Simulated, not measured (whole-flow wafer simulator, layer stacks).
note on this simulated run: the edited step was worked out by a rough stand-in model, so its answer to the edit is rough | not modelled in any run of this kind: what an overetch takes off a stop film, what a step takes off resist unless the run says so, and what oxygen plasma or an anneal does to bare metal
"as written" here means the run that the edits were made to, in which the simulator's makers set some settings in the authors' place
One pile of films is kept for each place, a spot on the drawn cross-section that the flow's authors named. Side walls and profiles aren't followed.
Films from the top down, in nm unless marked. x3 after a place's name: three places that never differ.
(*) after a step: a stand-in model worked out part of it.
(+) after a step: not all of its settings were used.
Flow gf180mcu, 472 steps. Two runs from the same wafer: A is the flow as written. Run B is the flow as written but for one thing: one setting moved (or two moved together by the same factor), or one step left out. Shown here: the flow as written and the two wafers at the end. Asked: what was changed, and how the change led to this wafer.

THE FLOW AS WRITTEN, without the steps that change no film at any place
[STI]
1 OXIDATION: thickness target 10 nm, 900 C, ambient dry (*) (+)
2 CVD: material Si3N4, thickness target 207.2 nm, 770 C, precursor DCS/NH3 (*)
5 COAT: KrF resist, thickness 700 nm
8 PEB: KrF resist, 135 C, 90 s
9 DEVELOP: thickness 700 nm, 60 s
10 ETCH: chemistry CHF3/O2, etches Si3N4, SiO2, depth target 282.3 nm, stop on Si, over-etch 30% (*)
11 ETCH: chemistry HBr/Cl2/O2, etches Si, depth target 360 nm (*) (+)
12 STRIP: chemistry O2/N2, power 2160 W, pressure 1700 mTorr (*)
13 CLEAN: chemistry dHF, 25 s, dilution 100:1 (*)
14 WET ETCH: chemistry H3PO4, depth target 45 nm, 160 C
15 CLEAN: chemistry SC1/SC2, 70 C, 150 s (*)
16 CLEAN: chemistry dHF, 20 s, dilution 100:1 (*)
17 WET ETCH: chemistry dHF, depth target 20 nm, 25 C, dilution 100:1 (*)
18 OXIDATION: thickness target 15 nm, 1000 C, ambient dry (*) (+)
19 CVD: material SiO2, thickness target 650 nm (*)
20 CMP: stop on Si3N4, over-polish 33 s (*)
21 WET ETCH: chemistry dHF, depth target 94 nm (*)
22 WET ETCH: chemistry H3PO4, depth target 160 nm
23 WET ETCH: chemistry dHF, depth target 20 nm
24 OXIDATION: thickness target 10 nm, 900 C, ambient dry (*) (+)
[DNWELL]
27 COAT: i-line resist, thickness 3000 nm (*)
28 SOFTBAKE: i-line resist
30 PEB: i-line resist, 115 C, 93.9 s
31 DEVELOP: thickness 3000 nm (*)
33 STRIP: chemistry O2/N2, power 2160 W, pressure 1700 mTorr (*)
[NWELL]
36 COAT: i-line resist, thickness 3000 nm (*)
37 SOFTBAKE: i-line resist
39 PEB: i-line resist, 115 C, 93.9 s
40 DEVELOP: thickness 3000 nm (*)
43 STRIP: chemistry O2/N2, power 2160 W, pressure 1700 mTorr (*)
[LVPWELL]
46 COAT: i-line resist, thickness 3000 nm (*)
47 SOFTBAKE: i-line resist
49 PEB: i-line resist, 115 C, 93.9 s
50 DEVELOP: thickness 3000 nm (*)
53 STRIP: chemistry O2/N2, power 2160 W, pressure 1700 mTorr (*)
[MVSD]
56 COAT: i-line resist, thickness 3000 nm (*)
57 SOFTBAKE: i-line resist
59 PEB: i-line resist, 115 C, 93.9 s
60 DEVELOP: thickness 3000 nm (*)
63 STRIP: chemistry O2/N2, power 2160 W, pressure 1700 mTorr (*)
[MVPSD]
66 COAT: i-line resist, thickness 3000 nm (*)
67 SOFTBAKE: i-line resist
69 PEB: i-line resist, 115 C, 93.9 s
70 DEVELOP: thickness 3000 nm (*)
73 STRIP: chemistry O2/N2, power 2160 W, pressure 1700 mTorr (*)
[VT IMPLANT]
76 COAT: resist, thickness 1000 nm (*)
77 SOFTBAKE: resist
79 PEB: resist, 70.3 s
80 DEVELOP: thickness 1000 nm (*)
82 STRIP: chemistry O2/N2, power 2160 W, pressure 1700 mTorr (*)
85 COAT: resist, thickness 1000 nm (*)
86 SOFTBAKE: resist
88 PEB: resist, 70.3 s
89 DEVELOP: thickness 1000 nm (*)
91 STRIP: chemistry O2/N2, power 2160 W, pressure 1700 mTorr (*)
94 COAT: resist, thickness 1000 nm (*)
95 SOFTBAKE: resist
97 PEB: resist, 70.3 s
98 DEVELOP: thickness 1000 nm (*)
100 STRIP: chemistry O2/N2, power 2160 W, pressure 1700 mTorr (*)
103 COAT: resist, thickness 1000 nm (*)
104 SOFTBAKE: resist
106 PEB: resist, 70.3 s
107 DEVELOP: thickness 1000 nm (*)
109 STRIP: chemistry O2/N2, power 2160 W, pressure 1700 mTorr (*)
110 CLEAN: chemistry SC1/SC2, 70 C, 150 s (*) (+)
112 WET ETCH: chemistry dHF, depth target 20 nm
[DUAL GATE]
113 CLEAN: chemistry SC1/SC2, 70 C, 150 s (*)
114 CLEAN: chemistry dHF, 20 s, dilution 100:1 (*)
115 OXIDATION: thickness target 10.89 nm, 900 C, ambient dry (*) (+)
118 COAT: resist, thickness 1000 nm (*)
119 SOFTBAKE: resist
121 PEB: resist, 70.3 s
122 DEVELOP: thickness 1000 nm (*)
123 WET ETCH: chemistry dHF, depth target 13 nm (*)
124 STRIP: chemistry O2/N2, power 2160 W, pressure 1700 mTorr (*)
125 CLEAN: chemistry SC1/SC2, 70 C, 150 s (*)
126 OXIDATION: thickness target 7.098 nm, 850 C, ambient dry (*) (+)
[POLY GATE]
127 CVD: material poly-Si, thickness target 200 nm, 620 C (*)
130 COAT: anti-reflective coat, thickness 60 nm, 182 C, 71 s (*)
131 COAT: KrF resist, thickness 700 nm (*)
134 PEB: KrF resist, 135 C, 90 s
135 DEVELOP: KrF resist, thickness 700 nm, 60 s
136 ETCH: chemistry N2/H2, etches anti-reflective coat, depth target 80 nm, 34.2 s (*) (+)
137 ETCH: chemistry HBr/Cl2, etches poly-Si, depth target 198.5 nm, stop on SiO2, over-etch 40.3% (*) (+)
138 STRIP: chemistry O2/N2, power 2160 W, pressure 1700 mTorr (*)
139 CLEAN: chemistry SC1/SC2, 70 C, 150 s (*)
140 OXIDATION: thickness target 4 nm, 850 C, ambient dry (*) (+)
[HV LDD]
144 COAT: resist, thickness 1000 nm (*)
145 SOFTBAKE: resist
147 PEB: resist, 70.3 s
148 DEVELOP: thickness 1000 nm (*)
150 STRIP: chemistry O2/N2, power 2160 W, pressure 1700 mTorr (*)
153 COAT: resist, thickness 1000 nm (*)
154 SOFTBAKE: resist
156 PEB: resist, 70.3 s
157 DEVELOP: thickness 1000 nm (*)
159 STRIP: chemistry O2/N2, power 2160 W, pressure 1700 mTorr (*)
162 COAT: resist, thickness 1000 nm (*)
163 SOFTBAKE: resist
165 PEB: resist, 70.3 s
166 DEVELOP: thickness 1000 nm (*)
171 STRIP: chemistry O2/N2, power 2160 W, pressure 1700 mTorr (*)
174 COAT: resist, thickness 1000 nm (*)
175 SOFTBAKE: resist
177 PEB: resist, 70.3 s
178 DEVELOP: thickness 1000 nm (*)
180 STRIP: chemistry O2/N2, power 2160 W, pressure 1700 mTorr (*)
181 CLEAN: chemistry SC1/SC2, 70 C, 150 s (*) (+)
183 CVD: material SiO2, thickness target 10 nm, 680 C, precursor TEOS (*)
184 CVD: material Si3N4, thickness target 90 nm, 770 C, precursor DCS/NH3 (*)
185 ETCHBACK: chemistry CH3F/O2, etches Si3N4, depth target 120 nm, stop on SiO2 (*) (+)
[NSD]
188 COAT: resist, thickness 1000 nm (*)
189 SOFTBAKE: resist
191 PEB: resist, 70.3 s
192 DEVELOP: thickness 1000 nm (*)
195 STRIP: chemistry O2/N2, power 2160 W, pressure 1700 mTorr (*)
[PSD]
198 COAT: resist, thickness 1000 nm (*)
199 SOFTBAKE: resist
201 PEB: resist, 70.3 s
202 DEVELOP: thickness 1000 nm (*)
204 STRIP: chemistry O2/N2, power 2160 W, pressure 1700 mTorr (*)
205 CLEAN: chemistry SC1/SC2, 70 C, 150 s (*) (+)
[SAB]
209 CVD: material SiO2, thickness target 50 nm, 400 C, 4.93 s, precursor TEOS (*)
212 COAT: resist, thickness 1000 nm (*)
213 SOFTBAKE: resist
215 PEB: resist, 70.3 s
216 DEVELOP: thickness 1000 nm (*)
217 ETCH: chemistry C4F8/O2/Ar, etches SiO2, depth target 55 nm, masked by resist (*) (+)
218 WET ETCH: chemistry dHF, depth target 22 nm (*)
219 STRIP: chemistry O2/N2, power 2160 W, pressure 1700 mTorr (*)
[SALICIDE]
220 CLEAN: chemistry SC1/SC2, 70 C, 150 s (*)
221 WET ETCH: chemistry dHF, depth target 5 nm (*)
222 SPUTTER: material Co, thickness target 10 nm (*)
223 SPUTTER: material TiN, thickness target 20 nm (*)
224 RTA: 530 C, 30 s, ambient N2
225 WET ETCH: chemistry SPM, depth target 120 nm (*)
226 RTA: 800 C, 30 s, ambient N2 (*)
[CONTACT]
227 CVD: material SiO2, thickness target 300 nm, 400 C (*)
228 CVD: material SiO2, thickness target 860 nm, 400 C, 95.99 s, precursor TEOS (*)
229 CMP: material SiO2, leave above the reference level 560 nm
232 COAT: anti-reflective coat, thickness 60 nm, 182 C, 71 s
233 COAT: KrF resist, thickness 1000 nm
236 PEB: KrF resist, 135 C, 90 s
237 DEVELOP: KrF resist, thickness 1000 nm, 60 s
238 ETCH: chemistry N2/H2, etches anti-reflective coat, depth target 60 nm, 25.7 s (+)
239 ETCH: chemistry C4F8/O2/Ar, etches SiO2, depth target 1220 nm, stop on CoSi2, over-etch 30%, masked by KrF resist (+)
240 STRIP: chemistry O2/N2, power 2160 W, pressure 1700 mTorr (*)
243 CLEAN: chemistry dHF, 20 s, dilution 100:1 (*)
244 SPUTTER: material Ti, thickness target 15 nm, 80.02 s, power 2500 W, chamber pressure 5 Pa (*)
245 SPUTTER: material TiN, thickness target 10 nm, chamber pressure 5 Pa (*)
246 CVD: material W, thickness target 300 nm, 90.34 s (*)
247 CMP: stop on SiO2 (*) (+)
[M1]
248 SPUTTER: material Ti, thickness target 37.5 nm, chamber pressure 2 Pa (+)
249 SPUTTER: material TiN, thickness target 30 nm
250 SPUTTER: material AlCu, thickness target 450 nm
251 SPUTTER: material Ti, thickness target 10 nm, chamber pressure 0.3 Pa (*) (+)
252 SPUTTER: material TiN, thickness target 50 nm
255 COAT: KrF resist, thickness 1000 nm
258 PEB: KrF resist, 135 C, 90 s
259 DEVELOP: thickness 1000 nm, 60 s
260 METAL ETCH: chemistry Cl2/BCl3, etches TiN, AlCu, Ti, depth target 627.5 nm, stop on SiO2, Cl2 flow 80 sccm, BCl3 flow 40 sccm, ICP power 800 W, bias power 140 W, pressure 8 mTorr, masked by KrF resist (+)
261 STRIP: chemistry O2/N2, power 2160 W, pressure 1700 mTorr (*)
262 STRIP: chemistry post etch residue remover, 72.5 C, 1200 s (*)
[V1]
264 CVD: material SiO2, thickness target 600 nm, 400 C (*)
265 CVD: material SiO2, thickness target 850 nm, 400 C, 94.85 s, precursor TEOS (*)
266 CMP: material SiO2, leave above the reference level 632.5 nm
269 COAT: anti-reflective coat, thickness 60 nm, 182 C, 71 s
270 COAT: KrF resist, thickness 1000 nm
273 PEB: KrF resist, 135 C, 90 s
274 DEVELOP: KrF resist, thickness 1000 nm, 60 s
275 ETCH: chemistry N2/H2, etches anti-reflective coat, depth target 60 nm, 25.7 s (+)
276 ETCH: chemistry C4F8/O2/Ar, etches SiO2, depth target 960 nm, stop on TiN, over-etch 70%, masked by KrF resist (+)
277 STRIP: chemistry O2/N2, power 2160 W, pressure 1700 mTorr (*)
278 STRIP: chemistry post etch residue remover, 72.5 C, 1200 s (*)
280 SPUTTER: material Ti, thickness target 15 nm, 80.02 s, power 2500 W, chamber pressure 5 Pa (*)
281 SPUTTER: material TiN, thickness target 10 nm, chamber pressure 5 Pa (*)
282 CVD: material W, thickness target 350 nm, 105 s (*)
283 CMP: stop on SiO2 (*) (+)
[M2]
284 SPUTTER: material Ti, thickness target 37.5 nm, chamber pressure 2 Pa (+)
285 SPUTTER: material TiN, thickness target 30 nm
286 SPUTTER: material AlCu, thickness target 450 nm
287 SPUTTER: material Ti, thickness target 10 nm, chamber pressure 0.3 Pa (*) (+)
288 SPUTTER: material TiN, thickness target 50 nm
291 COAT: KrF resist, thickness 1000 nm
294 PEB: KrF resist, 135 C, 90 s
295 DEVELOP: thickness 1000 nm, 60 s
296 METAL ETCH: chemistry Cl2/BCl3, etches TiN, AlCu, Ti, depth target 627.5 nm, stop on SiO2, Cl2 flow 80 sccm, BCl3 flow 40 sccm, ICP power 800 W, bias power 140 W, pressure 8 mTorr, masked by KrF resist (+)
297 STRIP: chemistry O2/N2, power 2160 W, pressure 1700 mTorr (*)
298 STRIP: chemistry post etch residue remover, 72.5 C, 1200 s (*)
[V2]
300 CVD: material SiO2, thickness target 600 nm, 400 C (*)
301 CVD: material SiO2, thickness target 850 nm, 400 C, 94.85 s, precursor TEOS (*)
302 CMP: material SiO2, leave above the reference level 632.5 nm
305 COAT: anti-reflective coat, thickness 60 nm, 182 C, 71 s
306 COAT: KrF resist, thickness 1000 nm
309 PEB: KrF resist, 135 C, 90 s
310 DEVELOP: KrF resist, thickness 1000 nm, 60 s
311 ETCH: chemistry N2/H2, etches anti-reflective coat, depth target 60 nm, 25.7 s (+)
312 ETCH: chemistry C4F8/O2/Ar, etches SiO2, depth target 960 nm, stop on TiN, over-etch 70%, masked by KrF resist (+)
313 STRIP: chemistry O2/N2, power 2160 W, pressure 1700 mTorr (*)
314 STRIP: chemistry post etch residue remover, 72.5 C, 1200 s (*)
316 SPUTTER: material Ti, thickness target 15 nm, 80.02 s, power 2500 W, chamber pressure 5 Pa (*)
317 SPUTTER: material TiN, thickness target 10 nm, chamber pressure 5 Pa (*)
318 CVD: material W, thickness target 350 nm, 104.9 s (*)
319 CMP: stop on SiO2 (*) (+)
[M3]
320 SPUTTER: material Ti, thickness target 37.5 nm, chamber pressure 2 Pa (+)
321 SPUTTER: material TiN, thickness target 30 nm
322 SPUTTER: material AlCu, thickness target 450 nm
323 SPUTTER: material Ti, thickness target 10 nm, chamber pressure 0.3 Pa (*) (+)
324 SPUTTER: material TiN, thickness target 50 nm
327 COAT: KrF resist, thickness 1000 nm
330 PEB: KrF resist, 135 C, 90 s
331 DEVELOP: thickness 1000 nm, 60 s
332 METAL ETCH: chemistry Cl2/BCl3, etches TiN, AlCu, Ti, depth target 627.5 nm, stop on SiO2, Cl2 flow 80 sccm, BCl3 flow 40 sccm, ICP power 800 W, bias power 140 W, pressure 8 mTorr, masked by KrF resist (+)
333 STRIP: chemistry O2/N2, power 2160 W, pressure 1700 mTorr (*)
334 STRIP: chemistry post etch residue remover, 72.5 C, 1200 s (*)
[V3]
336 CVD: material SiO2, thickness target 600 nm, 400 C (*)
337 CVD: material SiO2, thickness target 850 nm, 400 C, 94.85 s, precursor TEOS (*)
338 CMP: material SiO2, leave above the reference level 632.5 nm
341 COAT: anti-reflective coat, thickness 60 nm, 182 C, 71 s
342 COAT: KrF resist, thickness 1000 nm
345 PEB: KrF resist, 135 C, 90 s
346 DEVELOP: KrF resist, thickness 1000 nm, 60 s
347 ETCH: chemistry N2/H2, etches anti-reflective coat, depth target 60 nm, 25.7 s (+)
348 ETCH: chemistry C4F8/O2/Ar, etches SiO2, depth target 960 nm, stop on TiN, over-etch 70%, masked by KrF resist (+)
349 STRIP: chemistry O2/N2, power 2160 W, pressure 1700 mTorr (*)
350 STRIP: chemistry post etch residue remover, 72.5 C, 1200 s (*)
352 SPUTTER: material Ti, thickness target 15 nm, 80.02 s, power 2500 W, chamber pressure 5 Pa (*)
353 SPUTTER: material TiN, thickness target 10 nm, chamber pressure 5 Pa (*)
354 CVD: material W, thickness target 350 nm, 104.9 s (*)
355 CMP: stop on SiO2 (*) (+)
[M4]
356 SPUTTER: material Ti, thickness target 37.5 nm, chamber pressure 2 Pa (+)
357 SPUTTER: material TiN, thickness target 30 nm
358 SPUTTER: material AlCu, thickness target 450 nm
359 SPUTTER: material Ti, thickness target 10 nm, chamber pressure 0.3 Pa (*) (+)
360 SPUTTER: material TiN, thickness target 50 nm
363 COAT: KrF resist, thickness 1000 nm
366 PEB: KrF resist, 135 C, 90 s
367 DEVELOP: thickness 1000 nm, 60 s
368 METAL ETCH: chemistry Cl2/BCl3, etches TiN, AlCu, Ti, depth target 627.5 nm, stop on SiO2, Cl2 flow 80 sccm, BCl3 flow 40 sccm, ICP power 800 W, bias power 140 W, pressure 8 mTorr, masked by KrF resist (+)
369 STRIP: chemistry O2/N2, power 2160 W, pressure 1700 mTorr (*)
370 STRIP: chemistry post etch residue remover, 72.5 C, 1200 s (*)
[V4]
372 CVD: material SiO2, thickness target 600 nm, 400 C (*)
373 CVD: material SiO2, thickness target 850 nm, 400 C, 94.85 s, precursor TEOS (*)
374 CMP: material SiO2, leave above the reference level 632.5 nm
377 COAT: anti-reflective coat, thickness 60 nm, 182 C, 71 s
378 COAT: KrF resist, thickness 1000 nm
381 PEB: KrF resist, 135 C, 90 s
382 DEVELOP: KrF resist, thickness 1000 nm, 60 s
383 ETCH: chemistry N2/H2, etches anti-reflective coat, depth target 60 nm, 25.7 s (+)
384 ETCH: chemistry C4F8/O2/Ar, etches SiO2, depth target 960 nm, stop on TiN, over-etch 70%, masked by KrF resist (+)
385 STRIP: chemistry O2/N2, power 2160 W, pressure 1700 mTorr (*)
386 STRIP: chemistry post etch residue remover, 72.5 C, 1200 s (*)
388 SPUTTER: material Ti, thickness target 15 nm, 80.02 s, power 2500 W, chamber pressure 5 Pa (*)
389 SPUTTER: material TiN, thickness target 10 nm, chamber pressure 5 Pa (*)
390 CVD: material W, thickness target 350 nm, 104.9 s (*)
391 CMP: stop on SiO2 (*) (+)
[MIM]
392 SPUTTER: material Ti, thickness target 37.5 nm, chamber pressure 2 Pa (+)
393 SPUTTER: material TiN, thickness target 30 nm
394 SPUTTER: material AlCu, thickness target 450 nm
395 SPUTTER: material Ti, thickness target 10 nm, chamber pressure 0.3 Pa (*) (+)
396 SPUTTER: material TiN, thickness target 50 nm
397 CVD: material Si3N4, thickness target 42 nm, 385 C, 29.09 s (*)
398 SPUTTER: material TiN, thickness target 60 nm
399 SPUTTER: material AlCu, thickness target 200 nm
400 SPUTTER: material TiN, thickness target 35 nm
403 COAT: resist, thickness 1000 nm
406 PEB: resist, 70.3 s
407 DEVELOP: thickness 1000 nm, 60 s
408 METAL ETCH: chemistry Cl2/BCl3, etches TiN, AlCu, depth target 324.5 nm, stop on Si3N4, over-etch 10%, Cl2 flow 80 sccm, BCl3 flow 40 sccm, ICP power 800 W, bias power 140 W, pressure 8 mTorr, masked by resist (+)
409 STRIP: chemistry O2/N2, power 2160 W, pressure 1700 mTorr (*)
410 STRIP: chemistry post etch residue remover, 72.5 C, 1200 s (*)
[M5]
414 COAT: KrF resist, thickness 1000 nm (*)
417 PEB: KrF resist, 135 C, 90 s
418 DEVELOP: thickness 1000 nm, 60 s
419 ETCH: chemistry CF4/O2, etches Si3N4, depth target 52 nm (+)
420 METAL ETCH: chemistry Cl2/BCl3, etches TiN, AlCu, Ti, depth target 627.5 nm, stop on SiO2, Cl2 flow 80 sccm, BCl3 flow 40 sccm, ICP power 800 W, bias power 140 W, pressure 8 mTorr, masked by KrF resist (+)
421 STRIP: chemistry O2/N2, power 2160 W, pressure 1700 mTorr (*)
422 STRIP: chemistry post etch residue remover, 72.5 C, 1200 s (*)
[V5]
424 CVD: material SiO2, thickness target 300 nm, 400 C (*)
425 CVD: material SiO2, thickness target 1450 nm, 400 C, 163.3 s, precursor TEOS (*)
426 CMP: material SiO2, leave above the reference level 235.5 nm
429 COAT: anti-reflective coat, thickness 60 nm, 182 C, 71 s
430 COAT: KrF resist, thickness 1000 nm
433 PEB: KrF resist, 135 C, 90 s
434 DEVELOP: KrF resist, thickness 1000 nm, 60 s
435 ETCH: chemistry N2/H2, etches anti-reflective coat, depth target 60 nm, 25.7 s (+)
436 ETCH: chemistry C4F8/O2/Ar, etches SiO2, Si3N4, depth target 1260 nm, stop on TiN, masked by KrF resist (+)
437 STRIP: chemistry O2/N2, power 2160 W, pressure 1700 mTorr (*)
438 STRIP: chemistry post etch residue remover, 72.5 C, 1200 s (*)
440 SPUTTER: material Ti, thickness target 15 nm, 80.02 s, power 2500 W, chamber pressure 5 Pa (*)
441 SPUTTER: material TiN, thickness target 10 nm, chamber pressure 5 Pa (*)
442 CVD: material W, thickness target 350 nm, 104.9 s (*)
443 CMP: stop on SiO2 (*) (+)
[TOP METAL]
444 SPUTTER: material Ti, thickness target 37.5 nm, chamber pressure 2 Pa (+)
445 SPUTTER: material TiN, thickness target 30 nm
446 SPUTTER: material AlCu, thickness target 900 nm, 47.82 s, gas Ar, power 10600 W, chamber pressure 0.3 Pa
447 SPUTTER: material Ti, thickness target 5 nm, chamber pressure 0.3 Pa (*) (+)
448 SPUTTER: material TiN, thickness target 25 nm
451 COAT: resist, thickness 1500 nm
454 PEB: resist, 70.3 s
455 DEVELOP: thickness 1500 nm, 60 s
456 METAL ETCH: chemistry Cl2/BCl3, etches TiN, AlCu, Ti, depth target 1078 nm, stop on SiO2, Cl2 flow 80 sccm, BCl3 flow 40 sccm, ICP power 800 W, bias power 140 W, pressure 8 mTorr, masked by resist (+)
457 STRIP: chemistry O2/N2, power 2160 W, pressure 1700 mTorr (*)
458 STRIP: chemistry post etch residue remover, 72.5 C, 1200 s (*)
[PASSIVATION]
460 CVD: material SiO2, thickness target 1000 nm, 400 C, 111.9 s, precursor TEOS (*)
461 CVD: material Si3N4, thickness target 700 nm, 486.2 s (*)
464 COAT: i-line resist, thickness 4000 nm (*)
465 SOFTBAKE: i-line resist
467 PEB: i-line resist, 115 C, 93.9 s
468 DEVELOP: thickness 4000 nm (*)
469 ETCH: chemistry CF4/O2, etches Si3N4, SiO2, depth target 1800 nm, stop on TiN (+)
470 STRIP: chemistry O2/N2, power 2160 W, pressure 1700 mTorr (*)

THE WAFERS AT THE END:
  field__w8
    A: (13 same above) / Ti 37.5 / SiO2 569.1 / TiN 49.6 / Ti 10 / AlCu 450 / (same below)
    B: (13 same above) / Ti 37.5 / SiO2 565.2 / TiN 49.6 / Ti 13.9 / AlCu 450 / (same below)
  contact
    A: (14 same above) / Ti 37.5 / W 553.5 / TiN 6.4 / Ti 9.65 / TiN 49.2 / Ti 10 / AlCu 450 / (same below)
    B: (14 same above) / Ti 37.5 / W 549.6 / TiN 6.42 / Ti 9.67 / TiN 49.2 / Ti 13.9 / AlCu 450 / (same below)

The cause: step 359, SPUTTER: thickness target 13.9 nm was run, where the flow has thickness target 10 nm.
It can be read off the wafer: field__w8 has Ti 13.9, and step 359 as written asks for 10 nm.

How the change led to this, step by step:
  359 SPUTTER: material Ti, thickness target 10 nm, chamber pressure 0.3 Pa (*) (+)
      field, field__w1, field__w2 and 108 more: A Ti +10 (new film) | B Ti +13.9 (new film)
  368 METAL ETCH: chemistry Cl2/BCl3, etches TiN, AlCu, Ti, depth target 627.5 nm, stop on SiO2, Cl2 flow 80 sccm, BCl3 flow 40 sccm, ICP power 800 W, bias power 140 W, pressure 8 mTorr, masked by KrF resist (+)
      field, field__w1, field__w2 and 103 more: A TiN -50 (all of it), Ti -10 (all of it), AlCu -450 (all of it), TiN -30 (all of it), Ti -37.5 (all of it) | B TiN -50 (all of it), Ti -13.9 (all of it), AlCu -450 (all of it), TiN -30 (all of it), Ti -37.5 (all of it)
